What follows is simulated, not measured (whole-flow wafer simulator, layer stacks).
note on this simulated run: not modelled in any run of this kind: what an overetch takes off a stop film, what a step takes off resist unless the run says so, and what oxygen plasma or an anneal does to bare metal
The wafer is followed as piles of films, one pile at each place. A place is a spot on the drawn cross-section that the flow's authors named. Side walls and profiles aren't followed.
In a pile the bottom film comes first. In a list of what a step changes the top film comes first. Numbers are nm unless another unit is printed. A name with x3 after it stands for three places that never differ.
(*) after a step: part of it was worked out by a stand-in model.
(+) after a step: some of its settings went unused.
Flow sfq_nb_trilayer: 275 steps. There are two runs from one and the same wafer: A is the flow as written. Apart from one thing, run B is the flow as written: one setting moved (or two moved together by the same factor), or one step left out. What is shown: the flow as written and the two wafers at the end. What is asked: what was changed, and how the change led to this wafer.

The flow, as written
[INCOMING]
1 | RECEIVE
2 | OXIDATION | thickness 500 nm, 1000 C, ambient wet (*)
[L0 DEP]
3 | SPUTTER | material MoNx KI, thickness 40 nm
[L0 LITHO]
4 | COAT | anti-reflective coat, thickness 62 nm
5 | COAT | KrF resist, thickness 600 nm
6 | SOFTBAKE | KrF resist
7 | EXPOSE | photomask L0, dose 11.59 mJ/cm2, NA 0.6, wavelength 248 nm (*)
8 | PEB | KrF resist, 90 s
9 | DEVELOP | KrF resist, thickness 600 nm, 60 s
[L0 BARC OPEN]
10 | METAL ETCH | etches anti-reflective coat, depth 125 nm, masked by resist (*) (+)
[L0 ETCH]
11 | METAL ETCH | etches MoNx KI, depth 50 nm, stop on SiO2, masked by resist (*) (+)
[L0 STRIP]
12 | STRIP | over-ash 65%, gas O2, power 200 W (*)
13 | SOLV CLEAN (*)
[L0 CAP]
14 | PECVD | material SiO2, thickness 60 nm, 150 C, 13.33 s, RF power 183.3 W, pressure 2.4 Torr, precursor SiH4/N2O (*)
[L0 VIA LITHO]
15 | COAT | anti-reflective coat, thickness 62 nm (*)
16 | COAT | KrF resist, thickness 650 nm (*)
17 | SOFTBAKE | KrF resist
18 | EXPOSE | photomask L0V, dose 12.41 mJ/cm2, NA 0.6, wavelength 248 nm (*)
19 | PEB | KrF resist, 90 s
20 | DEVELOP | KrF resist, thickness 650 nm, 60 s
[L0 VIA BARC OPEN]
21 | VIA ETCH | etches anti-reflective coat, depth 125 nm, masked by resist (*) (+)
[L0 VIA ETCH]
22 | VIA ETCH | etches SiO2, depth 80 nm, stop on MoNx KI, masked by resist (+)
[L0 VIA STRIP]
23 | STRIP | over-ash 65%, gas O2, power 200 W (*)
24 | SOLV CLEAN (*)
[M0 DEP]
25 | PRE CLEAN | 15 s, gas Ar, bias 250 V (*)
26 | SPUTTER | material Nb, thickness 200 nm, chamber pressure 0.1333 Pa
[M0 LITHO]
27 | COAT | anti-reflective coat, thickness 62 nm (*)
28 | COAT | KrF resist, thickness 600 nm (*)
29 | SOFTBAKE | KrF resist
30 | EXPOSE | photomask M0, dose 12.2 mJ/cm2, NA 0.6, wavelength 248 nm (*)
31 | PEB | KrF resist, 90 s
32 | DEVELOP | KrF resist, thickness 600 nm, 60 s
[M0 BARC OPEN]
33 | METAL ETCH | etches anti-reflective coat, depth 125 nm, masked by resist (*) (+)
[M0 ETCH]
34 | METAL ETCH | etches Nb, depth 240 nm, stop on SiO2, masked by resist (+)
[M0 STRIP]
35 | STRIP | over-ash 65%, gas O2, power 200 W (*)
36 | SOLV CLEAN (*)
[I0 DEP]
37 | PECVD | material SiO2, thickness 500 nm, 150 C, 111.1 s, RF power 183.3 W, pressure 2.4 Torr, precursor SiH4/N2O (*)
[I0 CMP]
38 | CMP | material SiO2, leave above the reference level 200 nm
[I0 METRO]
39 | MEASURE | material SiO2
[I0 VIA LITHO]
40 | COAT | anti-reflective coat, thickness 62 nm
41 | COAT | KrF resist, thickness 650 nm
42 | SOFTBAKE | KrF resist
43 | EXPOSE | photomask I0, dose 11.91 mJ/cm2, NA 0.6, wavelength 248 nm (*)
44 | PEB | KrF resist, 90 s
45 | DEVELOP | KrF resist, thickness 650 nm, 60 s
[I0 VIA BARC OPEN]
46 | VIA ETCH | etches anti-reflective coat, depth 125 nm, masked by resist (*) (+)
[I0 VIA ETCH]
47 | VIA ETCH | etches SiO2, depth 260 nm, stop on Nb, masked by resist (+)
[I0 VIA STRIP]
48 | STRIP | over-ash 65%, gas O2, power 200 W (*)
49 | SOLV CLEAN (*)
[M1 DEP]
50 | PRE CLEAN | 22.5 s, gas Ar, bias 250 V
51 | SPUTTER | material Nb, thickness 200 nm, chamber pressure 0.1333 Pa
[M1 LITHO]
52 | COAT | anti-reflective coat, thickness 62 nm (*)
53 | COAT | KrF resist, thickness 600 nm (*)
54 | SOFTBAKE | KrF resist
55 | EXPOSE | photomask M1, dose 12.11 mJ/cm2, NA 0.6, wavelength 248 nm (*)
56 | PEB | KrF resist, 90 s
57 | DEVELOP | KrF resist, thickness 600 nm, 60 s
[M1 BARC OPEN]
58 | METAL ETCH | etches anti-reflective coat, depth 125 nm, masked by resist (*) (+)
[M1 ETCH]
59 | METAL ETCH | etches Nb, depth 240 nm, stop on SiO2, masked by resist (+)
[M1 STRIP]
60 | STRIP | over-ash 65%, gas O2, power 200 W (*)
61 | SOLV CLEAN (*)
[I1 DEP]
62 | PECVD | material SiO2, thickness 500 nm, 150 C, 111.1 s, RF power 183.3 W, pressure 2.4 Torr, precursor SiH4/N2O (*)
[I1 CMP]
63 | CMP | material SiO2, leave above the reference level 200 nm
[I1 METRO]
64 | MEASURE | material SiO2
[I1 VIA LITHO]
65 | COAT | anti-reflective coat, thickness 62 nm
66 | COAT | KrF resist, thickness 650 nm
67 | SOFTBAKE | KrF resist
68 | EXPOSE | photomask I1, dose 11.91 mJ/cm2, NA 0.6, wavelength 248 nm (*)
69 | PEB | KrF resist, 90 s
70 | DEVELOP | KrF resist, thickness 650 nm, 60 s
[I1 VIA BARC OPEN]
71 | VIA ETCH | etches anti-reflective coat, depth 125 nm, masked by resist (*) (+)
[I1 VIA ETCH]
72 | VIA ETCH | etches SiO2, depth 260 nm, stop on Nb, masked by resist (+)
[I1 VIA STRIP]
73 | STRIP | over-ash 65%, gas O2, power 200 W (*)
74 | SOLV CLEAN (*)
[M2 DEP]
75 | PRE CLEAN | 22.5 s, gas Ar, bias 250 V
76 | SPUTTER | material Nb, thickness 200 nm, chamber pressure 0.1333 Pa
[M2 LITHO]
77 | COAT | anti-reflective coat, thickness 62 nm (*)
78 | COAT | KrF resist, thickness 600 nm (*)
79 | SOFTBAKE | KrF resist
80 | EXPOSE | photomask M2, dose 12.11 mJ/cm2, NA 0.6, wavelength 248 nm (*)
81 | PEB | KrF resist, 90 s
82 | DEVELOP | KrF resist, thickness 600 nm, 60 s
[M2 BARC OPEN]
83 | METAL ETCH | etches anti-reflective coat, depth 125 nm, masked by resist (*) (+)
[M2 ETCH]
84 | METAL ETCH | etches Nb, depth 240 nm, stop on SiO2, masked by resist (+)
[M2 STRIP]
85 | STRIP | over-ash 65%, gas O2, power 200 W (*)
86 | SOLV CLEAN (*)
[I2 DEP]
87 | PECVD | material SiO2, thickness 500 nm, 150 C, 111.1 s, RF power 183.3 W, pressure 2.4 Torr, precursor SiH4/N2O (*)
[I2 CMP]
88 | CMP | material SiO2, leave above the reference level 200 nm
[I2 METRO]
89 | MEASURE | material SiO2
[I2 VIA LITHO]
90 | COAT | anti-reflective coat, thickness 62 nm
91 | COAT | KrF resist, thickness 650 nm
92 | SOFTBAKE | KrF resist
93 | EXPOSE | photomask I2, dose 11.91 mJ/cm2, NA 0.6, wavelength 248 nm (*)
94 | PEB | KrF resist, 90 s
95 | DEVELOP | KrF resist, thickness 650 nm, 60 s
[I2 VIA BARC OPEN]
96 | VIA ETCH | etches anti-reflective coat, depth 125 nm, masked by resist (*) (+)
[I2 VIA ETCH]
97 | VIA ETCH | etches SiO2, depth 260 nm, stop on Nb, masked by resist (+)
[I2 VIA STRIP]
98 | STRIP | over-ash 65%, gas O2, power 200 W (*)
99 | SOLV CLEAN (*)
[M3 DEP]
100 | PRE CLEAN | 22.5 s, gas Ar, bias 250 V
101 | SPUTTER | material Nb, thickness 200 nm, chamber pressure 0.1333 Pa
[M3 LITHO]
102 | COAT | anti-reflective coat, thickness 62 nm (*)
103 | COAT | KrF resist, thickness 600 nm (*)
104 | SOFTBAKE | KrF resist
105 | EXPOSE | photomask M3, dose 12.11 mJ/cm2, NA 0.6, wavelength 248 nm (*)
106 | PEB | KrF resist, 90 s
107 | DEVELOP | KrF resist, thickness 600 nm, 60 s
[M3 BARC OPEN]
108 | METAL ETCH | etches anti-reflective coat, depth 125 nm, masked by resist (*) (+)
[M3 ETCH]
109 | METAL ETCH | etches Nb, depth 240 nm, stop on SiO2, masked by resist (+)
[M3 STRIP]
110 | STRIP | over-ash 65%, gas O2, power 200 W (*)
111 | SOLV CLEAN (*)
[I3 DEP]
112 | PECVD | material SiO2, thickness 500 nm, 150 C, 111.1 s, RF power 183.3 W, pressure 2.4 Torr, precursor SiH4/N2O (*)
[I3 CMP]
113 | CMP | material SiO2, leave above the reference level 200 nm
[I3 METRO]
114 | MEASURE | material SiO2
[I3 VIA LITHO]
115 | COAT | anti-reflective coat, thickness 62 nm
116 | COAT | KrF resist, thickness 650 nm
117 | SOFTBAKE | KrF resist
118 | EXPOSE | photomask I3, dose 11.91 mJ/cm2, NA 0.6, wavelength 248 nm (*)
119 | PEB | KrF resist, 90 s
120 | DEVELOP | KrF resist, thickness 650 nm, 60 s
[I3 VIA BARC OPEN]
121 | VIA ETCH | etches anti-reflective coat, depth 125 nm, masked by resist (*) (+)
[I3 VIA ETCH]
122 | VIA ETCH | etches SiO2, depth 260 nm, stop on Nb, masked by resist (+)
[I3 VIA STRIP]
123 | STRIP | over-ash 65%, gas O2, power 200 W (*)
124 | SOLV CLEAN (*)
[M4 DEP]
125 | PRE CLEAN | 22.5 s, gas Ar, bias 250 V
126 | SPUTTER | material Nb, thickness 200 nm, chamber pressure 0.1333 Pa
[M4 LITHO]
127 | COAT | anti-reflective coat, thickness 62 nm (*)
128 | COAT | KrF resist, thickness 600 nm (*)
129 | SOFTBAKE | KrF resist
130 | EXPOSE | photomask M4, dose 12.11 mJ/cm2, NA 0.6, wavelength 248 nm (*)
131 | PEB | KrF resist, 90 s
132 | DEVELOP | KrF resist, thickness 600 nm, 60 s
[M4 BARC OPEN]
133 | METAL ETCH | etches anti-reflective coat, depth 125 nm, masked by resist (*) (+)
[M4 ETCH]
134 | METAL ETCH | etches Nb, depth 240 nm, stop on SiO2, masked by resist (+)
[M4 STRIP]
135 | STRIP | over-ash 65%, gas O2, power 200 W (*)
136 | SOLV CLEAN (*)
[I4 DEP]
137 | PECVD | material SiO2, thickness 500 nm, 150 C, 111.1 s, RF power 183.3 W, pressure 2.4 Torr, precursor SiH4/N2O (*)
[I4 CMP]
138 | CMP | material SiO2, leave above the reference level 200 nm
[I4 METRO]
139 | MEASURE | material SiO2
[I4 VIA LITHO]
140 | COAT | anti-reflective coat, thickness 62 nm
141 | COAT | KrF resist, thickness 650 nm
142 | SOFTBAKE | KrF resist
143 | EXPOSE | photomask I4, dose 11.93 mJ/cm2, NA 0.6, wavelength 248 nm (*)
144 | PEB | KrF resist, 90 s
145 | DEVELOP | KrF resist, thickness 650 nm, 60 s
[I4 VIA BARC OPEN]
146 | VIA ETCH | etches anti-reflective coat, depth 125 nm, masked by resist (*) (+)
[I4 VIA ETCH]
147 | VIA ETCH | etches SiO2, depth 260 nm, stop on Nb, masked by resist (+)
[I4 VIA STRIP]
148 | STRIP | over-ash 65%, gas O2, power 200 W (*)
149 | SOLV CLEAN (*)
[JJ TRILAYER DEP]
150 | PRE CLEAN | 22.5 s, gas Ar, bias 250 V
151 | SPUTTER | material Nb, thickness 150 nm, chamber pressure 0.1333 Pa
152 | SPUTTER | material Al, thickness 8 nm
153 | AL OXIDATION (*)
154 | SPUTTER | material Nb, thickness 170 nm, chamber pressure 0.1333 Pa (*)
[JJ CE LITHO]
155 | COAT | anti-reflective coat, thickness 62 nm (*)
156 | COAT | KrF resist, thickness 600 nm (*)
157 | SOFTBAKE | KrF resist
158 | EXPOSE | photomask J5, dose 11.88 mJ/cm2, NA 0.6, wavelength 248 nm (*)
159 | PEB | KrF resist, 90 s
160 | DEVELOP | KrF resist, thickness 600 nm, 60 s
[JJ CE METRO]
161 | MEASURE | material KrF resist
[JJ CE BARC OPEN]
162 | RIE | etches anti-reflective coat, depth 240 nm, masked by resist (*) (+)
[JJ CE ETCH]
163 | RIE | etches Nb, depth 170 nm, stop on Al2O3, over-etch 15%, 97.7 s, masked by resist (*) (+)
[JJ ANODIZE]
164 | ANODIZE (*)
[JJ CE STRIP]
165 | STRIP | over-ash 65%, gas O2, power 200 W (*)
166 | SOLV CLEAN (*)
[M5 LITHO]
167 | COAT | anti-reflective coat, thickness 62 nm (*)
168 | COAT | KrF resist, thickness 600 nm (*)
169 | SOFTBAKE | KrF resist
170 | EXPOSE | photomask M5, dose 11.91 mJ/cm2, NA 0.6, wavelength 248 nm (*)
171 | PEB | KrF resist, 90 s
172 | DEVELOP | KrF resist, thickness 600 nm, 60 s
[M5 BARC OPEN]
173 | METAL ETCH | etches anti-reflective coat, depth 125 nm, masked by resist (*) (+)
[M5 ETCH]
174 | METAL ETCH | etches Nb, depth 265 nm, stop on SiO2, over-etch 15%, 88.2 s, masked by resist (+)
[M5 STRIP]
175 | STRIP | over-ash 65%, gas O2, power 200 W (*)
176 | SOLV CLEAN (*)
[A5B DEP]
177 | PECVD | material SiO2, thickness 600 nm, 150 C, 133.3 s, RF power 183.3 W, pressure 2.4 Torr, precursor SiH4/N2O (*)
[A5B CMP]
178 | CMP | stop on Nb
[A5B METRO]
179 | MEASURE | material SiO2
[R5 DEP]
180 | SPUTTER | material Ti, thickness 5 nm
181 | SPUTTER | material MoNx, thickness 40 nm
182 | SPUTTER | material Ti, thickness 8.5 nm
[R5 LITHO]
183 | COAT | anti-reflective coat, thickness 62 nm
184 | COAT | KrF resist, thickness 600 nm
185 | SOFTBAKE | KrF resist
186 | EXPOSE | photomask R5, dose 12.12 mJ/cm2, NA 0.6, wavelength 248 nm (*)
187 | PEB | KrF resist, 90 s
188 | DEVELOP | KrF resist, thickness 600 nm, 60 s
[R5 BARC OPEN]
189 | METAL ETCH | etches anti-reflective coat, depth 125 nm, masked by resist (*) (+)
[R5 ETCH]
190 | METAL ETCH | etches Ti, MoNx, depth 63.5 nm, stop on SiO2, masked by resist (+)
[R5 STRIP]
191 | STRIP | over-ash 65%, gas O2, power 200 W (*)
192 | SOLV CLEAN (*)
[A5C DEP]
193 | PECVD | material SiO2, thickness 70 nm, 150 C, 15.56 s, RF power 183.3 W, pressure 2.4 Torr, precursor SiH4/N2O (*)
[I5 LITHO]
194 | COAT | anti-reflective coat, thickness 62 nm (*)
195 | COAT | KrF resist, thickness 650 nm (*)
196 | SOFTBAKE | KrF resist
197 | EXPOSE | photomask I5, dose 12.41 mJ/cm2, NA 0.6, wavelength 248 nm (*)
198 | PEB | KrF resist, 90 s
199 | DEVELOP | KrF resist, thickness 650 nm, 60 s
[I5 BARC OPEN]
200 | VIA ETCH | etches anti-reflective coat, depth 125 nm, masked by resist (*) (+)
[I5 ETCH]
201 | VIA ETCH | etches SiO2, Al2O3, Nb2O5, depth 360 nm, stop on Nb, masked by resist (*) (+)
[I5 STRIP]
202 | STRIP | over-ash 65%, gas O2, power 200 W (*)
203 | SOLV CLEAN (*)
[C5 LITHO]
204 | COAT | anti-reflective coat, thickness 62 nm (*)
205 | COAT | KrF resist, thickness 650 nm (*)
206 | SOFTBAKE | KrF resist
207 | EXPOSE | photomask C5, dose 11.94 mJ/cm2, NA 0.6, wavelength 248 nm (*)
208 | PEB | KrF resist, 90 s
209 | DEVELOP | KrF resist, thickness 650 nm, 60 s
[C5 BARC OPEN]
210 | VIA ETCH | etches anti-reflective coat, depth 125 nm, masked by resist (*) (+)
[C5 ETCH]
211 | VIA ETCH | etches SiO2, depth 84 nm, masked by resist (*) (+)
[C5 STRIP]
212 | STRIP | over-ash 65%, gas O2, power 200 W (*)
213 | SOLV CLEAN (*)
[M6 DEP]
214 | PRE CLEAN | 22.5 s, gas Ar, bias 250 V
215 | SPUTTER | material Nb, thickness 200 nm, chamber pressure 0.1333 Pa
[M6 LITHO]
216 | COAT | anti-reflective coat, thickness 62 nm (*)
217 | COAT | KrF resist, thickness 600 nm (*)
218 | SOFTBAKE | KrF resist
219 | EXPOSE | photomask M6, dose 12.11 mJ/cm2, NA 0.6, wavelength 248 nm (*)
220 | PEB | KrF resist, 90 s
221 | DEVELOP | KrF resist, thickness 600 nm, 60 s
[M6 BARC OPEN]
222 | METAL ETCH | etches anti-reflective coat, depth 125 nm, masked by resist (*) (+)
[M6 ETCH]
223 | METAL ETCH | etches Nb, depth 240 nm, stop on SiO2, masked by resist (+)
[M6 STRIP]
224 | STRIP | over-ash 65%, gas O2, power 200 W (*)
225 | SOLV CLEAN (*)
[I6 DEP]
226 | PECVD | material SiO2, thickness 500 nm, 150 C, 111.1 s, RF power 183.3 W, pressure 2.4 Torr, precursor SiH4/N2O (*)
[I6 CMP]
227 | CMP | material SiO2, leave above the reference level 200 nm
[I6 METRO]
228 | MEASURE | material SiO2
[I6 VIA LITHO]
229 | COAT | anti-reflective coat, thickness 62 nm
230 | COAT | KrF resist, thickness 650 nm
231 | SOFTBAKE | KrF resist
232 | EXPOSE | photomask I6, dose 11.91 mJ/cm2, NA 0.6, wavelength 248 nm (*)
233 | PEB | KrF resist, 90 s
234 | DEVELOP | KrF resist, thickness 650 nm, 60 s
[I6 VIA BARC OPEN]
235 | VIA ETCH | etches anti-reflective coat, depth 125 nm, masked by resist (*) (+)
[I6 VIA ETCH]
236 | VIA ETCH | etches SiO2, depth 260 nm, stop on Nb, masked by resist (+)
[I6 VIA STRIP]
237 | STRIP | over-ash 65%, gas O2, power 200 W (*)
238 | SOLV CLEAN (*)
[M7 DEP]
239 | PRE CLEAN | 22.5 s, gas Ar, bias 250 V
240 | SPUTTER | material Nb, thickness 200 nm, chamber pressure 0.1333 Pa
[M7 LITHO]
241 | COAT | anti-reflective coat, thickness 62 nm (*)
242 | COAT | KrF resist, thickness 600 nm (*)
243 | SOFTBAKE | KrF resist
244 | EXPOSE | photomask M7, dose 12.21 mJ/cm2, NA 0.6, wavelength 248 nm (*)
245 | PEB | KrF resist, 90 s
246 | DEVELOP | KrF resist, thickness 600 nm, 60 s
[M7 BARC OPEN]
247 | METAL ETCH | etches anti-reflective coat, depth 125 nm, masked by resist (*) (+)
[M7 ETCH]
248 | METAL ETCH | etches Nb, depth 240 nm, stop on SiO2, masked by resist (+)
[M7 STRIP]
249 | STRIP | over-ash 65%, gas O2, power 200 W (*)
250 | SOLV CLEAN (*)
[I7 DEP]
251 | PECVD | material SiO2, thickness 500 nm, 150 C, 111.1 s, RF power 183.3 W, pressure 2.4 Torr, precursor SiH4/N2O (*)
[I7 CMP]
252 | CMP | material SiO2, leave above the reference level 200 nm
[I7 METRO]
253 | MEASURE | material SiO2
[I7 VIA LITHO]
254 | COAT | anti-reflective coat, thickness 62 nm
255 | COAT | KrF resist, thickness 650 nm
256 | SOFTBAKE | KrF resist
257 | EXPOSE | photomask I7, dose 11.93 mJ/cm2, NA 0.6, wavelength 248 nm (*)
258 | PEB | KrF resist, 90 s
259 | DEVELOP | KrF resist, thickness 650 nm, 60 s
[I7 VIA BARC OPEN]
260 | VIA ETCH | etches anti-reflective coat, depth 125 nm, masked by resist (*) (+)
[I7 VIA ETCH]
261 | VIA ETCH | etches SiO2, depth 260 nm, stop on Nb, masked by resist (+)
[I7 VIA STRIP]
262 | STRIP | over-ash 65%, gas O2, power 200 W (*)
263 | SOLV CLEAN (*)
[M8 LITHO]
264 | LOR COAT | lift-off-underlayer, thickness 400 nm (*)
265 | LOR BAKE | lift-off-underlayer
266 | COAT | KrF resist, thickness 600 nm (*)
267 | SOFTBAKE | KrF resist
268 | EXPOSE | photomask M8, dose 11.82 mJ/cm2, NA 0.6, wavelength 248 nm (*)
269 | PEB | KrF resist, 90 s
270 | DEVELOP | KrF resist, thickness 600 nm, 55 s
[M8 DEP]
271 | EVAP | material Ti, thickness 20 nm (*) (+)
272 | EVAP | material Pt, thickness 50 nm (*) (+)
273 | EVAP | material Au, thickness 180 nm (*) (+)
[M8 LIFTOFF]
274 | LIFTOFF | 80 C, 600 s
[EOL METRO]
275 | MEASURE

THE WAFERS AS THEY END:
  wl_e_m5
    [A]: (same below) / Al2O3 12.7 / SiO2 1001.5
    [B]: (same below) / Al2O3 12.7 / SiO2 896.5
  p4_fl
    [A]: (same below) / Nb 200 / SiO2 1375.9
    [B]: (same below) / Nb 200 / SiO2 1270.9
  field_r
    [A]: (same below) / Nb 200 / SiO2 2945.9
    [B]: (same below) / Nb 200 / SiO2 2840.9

The reason: step 215, SPUTTER: thickness 95 nm was run, whereas the flow has thickness 200 nm.

How this came from the change, step by step:
  215 | SPUTTER | material Nb, thickness 200 nm, chamber pressure 0.1333 Pa
      field_l, v_sur, via_wl and 100 more: A Nb gains 200 (new film) | B Nb gains 95 (new film)
      be: A Nb gains 147.3 | B Nb gains 70.4
      (and at 2 other places as well)
  216 | COAT | anti-reflective coat, thickness 62 nm (*)
      be: A anti-reflective coat gains 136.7 (new film) | B anti-reflective coat gains 128.3 (new film)
      be_sur: A anti-reflective coat gains 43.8 (new film) | B anti-reflective coat gains 42.6 (new film)
      (and at 2 other places as well)
  223 | METAL ETCH | etches Nb, depth 240 nm, stop on SiO2, masked by resist (+)
      field_l, gap, moat and 76 more: A Nb loses 200 (all of it) | B Nb loses 95 (all of it)
      v_sur, via_wl, via_w and 24 more: A KrF resist loses 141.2 | B KrF resist loses 83.8
  224 | STRIP | over-ash 65%, gas O2, power 200 W (*)
      wl_j_sl, wl_j_sr: A KrF resist loses 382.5 (all of it), anti-reflective coat loses 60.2 (all of it) | B KrF resist loses 439.9 (all of it), anti-reflective coat loses 60.2 (all of it)
      wl_c_m6, wl_f_m6: A KrF resist loses 382.3 (all of it), anti-reflective coat loses 62 (all of it) | B KrF resist loses 439.6 (all of it), anti-reflective coat loses 62 (all of it)
      (and at 23 other places as well)
  226 | PECVD | material SiO2, thickness 500 nm, 150 C, 111.1 s, RF power 183.3 W, pressure 2.4 Torr, precursor SiH4/N2O (*)
      gap, wl_a_sl, m6r_space_l x2: A SiO2 gains 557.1 | B SiO2 gains 500
      be: A SiO2 gains 693.5 (new film) | B SiO2 gains 653.5 (new film)
  227 | CMP | material SiO2, leave above the reference level 200 nm
      field_l, p4_fl, p4_fm and 59 more: A SiO2 loses 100 | B SiO2 loses 205
      moat, field_r, lsp_l, ln_m5, lsp_m: A SiO2 loses 93.6 | B SiO2 loses 205
      (and at 13 other places as well)
